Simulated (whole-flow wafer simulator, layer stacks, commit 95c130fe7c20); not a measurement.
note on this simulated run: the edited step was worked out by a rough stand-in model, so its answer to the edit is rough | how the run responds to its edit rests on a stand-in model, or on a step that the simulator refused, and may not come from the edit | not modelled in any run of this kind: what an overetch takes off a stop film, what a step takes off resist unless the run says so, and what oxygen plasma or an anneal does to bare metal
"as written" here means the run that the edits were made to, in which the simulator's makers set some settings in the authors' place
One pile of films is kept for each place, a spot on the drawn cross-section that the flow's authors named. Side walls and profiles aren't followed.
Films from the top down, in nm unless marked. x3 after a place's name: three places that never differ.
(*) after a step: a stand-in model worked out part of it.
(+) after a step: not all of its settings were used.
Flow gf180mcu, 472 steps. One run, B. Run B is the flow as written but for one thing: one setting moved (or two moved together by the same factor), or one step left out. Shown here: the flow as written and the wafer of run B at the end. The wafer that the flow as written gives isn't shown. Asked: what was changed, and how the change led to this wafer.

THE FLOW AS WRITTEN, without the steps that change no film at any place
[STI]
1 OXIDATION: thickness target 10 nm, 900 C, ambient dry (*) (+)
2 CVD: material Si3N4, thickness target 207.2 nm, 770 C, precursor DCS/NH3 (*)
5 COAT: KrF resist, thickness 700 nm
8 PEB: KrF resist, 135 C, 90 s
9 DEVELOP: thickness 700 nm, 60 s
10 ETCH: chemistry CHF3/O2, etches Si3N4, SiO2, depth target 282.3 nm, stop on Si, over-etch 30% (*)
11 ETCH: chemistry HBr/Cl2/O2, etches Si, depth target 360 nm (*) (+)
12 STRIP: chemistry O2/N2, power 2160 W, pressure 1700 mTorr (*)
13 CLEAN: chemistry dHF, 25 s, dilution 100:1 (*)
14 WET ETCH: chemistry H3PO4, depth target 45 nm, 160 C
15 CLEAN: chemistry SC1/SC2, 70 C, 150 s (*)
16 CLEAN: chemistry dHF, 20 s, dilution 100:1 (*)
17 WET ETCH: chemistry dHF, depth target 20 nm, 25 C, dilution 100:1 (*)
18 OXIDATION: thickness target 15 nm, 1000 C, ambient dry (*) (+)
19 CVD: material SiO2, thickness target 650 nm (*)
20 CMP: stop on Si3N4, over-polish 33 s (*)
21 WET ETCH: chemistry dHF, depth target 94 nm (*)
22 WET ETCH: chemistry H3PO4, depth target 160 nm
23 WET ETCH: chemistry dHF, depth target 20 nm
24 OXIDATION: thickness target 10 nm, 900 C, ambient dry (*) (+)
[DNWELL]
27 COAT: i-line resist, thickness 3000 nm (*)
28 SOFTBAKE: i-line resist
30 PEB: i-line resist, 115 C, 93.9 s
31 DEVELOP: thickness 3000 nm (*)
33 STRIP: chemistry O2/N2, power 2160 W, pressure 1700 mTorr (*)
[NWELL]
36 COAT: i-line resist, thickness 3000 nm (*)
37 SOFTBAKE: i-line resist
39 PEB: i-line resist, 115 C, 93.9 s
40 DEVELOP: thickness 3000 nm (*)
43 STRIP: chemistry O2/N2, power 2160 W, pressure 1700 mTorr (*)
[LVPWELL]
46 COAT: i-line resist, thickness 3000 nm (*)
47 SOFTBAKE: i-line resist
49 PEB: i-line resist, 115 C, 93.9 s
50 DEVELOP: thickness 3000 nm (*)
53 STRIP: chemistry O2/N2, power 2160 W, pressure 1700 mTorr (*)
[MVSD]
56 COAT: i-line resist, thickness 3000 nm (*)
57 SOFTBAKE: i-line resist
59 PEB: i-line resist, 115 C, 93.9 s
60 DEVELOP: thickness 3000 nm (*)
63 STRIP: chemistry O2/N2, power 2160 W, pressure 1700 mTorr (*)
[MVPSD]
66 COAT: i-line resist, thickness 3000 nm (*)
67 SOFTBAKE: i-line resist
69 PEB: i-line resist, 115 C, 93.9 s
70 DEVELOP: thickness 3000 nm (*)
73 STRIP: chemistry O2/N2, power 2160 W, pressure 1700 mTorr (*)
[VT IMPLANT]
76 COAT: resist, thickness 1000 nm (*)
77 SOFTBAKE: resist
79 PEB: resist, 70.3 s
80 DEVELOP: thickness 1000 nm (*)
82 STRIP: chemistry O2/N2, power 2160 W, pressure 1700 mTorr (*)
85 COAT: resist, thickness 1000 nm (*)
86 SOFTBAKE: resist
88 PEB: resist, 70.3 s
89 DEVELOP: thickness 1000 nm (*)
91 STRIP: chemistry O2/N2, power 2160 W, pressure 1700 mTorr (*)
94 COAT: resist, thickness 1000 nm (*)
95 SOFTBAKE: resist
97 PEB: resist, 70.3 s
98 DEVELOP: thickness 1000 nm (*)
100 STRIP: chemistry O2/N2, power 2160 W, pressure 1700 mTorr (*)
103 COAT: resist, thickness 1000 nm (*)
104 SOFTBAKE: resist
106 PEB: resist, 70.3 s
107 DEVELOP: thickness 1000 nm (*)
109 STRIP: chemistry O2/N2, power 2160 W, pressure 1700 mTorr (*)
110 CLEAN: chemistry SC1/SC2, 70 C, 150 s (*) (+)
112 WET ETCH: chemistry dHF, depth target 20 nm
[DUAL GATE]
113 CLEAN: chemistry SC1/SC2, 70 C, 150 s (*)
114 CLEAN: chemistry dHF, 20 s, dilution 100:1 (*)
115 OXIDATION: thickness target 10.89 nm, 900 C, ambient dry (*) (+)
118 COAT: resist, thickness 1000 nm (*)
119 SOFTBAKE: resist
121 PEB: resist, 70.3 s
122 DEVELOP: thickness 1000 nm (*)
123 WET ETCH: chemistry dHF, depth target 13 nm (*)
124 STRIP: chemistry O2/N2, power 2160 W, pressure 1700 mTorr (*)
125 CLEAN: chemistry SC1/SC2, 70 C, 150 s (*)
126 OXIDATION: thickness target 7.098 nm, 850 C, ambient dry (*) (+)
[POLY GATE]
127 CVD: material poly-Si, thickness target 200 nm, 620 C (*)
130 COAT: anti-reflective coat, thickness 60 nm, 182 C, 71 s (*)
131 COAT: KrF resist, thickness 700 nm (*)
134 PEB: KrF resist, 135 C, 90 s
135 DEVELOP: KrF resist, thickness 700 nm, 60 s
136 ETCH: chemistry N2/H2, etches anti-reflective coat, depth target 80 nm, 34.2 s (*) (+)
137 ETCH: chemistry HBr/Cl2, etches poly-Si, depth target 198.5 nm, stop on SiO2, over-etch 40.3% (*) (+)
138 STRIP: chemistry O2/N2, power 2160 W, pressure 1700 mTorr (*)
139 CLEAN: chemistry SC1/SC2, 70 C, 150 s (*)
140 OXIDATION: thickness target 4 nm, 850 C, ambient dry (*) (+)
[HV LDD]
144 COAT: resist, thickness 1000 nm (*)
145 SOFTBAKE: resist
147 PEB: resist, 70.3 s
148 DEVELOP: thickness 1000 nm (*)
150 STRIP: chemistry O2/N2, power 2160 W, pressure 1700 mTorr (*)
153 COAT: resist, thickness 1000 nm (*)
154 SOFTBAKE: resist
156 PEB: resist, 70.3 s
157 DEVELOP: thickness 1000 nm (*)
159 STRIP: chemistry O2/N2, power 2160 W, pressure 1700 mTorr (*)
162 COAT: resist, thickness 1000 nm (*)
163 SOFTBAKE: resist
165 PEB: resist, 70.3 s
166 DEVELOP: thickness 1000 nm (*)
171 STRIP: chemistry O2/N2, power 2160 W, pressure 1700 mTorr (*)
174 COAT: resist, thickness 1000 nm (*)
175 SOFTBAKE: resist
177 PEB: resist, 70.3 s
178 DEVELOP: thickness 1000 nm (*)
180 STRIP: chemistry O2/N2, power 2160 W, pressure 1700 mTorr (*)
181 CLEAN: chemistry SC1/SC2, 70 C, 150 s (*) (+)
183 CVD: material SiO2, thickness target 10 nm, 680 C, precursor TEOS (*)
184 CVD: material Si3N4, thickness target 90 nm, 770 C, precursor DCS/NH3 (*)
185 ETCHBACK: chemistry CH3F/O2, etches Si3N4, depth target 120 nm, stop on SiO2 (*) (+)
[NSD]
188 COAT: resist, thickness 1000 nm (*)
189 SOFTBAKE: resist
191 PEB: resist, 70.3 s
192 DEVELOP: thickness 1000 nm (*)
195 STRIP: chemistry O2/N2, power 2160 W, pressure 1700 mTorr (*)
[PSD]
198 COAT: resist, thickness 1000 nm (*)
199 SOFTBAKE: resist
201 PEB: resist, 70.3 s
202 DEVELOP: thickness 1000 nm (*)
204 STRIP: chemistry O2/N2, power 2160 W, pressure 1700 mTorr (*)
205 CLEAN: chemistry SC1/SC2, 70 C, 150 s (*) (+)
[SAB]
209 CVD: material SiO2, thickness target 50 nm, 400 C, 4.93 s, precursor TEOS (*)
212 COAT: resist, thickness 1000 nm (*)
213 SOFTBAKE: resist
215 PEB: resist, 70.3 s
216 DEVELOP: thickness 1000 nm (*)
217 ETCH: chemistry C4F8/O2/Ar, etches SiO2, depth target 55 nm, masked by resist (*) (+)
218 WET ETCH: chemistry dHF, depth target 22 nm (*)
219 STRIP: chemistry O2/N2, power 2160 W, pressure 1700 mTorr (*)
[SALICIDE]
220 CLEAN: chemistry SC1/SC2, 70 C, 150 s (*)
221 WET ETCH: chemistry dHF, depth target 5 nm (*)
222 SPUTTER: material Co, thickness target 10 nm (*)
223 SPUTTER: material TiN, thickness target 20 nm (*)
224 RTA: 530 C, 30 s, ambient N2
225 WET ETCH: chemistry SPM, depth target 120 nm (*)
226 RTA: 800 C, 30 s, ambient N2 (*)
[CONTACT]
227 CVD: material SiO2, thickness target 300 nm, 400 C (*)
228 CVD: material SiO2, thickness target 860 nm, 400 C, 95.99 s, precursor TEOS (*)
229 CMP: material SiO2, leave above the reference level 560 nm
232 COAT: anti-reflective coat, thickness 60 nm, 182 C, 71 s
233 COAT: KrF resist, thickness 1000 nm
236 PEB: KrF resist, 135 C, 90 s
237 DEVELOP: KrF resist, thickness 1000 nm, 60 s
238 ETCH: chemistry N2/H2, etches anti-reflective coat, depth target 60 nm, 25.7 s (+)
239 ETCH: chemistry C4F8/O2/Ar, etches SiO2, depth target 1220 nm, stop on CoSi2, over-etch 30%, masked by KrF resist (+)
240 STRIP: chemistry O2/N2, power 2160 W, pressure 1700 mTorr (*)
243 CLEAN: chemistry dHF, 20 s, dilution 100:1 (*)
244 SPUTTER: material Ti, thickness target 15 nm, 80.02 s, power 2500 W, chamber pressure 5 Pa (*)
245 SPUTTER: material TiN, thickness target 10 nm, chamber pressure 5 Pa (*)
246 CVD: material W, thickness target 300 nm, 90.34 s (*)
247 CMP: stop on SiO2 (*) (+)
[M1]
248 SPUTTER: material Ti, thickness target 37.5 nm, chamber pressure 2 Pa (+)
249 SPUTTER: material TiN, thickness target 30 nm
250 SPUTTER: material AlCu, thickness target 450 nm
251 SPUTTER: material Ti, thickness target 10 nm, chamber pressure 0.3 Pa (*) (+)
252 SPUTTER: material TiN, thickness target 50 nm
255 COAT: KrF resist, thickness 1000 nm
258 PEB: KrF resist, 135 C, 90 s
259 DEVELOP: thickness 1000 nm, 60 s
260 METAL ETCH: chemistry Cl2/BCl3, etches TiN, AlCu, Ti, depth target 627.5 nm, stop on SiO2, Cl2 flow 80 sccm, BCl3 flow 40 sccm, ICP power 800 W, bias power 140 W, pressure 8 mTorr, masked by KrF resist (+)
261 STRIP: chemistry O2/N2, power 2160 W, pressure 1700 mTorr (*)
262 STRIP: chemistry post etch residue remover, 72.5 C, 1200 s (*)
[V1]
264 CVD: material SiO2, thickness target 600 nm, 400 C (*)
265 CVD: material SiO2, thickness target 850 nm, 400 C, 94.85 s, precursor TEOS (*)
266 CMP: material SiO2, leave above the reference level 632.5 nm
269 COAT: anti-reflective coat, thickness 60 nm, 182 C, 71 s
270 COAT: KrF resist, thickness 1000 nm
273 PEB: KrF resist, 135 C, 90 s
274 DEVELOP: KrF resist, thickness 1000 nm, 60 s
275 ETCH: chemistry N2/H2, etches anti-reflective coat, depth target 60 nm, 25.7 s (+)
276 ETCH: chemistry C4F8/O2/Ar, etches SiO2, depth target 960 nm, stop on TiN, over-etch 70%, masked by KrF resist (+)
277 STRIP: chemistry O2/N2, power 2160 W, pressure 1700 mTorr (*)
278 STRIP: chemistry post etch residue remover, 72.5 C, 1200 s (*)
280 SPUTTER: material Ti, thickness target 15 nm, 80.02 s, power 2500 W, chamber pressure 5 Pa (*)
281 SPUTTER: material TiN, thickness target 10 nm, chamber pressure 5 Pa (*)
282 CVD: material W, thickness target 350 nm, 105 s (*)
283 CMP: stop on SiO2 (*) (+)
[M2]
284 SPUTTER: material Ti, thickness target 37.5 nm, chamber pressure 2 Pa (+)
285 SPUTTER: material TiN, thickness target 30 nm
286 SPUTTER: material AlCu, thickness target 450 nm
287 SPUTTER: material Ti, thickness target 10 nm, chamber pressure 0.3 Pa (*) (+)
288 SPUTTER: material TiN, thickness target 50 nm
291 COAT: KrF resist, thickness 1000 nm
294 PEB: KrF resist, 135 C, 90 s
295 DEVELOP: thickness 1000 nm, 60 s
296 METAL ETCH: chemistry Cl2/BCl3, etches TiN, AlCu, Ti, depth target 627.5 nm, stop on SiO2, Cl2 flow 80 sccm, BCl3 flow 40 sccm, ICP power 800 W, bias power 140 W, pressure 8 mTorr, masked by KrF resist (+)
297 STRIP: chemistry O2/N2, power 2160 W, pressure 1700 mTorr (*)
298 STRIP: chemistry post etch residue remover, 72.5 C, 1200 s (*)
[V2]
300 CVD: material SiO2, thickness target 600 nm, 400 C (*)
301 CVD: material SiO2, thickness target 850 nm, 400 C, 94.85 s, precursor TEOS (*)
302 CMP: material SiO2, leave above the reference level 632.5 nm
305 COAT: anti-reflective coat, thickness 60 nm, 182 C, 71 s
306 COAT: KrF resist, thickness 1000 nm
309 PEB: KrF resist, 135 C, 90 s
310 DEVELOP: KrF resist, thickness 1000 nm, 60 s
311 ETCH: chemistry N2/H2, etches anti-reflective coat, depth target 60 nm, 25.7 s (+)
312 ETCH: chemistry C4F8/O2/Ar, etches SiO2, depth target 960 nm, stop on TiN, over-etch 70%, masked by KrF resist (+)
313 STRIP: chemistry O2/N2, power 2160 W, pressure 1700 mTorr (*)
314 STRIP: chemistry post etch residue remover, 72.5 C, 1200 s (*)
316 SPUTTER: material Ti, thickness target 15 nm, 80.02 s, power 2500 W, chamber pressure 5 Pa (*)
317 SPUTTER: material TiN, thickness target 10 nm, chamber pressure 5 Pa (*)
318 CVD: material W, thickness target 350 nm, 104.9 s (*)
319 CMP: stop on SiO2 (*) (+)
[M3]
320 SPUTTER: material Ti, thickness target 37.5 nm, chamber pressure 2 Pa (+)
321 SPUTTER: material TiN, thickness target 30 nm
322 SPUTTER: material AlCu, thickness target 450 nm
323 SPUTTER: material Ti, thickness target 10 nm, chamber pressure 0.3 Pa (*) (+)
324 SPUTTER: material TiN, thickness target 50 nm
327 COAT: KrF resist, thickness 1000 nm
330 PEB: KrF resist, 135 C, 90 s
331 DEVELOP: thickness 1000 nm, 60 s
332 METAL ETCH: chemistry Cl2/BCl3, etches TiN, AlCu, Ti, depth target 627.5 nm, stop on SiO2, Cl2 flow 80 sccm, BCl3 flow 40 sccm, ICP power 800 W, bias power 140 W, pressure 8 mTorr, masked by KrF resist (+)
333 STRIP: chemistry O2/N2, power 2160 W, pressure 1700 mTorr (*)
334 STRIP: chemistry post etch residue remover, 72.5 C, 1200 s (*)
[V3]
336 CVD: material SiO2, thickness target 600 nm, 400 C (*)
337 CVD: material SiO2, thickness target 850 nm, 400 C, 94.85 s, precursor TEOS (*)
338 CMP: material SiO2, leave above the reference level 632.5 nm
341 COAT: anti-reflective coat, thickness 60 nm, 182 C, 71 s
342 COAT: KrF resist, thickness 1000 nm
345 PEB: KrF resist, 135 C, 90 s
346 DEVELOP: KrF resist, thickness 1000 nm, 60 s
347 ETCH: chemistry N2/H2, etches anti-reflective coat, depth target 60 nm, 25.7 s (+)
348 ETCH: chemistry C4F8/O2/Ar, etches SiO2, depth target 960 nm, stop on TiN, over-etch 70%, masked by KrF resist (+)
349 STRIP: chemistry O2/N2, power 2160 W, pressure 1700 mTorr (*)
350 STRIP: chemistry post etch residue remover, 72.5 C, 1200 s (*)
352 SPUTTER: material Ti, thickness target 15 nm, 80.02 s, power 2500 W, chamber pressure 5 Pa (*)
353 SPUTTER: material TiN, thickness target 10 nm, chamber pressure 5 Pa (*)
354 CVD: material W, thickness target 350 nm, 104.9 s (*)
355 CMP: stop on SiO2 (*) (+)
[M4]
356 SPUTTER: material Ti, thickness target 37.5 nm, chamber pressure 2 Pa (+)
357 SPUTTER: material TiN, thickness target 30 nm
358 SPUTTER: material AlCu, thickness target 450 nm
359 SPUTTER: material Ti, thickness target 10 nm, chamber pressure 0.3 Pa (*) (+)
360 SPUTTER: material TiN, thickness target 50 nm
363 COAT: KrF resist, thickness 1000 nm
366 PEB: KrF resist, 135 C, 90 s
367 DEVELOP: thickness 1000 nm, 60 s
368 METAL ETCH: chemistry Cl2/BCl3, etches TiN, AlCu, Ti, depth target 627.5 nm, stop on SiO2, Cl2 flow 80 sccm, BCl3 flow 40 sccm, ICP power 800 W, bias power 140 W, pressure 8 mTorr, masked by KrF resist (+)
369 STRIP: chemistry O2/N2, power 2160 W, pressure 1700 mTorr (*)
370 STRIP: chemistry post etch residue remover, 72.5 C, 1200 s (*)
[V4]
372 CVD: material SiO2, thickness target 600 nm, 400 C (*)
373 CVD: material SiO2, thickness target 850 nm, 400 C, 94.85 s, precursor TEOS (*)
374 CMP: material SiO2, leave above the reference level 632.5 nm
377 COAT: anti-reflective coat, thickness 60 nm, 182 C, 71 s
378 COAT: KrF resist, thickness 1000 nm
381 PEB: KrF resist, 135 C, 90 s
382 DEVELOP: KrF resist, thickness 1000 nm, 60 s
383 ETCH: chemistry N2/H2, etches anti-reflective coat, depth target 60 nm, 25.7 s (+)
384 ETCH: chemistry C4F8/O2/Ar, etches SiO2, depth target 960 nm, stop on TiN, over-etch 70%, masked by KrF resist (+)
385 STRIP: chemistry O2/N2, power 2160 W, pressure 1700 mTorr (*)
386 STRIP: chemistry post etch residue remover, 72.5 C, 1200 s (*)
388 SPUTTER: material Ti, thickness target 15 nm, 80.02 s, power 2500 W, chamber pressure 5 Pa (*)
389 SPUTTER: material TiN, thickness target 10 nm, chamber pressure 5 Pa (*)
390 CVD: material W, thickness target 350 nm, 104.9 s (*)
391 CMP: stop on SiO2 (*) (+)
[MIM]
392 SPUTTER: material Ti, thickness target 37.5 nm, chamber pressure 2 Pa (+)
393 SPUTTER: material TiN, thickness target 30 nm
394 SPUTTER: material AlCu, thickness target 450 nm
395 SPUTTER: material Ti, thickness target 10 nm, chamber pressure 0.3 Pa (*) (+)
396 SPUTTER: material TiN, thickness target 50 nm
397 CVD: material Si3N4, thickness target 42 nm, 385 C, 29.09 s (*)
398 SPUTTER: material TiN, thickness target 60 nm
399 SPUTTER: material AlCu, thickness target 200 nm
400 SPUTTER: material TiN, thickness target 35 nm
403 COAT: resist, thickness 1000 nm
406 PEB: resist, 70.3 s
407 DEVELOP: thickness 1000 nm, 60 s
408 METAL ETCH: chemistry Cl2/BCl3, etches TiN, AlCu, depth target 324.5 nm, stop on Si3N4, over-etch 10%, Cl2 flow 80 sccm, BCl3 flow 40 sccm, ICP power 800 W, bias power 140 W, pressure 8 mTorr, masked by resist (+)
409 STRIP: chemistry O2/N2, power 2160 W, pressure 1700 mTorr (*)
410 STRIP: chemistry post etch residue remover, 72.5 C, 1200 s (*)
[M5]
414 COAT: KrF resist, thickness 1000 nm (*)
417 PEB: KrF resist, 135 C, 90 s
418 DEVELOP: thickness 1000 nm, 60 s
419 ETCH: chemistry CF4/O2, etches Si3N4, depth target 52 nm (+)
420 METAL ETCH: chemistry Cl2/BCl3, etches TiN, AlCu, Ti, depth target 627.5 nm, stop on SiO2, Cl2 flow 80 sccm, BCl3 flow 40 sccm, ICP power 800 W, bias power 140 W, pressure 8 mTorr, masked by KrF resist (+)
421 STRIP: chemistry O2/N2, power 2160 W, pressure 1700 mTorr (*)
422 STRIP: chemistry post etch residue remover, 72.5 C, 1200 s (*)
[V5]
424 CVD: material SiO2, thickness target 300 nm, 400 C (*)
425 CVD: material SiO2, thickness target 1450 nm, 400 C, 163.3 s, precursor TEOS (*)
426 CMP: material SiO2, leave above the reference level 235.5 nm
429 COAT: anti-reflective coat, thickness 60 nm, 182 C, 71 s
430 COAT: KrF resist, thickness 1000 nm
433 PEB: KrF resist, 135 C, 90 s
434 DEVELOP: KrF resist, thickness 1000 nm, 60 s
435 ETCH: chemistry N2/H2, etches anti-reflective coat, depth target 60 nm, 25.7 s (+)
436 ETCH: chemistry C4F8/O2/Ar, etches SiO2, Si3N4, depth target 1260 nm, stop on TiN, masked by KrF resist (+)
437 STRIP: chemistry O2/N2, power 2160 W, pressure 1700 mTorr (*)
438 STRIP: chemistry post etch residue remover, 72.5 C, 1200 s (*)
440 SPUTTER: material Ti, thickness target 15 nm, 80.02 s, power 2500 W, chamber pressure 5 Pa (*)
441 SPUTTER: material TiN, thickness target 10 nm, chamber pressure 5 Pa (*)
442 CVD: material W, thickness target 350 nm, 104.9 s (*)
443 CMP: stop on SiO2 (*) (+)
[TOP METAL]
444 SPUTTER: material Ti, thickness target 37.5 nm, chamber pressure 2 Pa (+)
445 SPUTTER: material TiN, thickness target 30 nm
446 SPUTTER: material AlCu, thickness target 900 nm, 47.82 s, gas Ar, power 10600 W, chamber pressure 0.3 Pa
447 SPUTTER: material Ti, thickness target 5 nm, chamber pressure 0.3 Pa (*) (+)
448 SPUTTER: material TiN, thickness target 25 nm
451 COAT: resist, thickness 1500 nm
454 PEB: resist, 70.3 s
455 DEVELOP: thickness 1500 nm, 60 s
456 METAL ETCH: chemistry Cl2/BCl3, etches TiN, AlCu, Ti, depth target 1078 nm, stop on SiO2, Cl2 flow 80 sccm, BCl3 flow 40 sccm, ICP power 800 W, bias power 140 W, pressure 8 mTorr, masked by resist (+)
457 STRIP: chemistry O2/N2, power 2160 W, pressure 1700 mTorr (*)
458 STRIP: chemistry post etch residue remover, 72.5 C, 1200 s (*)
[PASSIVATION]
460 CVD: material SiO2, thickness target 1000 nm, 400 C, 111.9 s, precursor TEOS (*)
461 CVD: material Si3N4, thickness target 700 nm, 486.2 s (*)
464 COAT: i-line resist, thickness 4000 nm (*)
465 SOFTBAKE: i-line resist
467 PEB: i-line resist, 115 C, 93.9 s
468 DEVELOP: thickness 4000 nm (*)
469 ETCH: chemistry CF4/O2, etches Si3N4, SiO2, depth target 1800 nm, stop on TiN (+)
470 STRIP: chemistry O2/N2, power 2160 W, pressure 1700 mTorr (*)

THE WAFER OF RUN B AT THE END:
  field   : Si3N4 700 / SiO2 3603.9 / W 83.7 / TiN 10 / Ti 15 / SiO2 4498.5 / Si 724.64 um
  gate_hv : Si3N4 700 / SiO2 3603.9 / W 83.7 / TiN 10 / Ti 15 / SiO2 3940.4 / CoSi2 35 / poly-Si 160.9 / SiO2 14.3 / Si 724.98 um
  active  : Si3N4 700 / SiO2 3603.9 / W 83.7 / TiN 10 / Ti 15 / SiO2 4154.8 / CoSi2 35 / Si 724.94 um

The cause: step 337, CVD: thickness target 400 nm was run, where the flow has thickness target 850 nm; step 337, CVD: 44.58 s was run, where the flow has 94.85 s.

How the change led to this, step by step:
  337 CVD: material SiO2, thickness target 850 nm, 400 C, 94.85 s, precursor TEOS (*)
      field, field__w1, field__w2 and 108 more: SiO2 +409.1 (as written it would be: SiO2 +850)
  338 CMP: material SiO2, leave above the reference level 632.5 nm
      field, field__w1, field__w2 and 103 more: nothing (as written it would be: SiO2 -300)
      field__w8, contact, m1, m1__w1, m1_nw: SiO2 -436.1 (as written it would be: SiO2 -877.1)
  341 COAT: anti-reflective coat, thickness 60 nm, 182 C, 71 s
      gate, gate_nat: anti-reflective coat +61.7 (new film) (as written it would be: anti-reflective coat +60 (new film))
      field: anti-reflective coat +117.1 (new film) (as written it would be: anti-reflective coat +60 (new film))
      (and at 19 more places)
  342 COAT: KrF resist, thickness 1000 nm
      field: KrF resist +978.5 (new film) (as written it would be: KrF resist +1000 (new film))
      field__w1: KrF resist +976.1 (new film) (as written it would be: KrF resist +1000 (new film))
      (and at 12 more places)
  345 PEB: KrF resist, 135 C, 90 s
      polyc_n, polyc_n_rim: KrF resist -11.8 (as written it would be: KrF resist -10.5)
      contact: KrF resist -9.39 (as written it would be: KrF resist -10.5)
      (and at 5 more places)
  346 DEVELOP: KrF resist, thickness 1000 nm, 60 s
      contact: KrF resist -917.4 (all of it) (as written it would be: KrF resist -989.5 (all of it))
  347 ETCH: chemistry N2/H2, etches anti-reflective coat, depth target 60 nm, 25.7 s (+)
      contact: anti-reflective coat -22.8 (all of it), SiO2 -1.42 (as written it would be: anti-reflective coat -60 (all of it), SiO2 -0.46)
  349 STRIP: chemistry O2/N2, power 2160 W, pressure 1700 mTorr (*)
      field: KrF resist -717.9 (all of it), anti-reflective coat -117.1 (all of it) (as written it would be: KrF resist -739.2 (all of it), anti-reflective coat -60 (all of it))
      field__w1: KrF resist -715.5 (all of it), anti-reflective coat -87.2 (all of it) (as written it would be: KrF resist -739.2 (all of it), anti-reflective coat -60 (all of it))
      (and at 19 more places)
  352 SPUTTER: material Ti, thickness target 15 nm, 80.02 s, power 2500 W, chamber pressure 5 Pa (*)
      contact: Ti +10.5 (new film) (as written it would be: Ti +9.65 (new film))
  353 SPUTTER: material TiN, thickness target 10 nm, chamber pressure 5 Pa (*)
      contact: TiN +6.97 (new film) (as written it would be: TiN +6.4 (new film))
  354 CVD: material W, thickness target 350 nm, 104.9 s (*)
      contact: W +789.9 (new film) (as written it would be: W +932.3 (new film))
  355 CMP: stop on SiO2 (*) (+)
      field, field__w1, field__w2 and 103 more: W -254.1 (as written it would be: W -350 (all of it), TiN -10 (all of it), Ti -15 (all of it), SiO2 -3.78)
      field__w8, m1, m1__w1, m1_nw: W -350 (all of it), TiN -10 (all of it), Ti -15 (all of it), SiO2 -20 (as written it would be: W -350 (all of it), TiN -10 (all of it), Ti -15 (all of it), SiO2 -3.78)
      (and at 1 more place)
  368 METAL ETCH: chemistry Cl2/BCl3, etches TiN, AlCu, Ti, depth target 627.5 nm, stop on SiO2, Cl2 flow 80 sccm, BCl3 flow 40 sccm, ICP power 800 W, bias power 140 W, pressure 8 mTorr, masked by KrF resist (+)
      field, field__w1, field__w2 and 103 more: TiN -50 (all of it), Ti -10 (all of it), AlCu -450 (all of it), TiN -30 (all of it), Ti -37.5 (all of it), W -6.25 (as written it would be: TiN -50 (all of it), Ti -10 (all of it), AlCu -450 (all of it), TiN -30 (all of it), Ti -37.5 (all of it))
  370 STRIP: chemistry post etch residue remover, 72.5 C, 1200 s (*)
      field, field__w1, field__w2 and 103 more: W -6.01 (as written it would be: nothing)
  372 CVD: material SiO2, thickness target 600 nm, 400 C (*)
      field, field__w1, field__w2 and 103 more: SiO2 +600 (new film) (as written it would be: SiO2 +600)
  374 CMP: material SiO2, leave above the reference level 632.5 nm
      field, field__w1, field__w2 and 103 more: SiO2 -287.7 (as written it would be: SiO2 -300)
Counting metal films that touch as one body, field has 1 body; the flow as written gives 0 bodies.
Counting metal films that touch as one body, gate_hv has 2 bodies (between them, from the top down: SiO2 3940.4); the flow as written gives 1 body.
Counting metal films that touch as one body, active has 2 bodies (between them, from the top down: SiO2 4154.8); the flow as written gives 1 body.
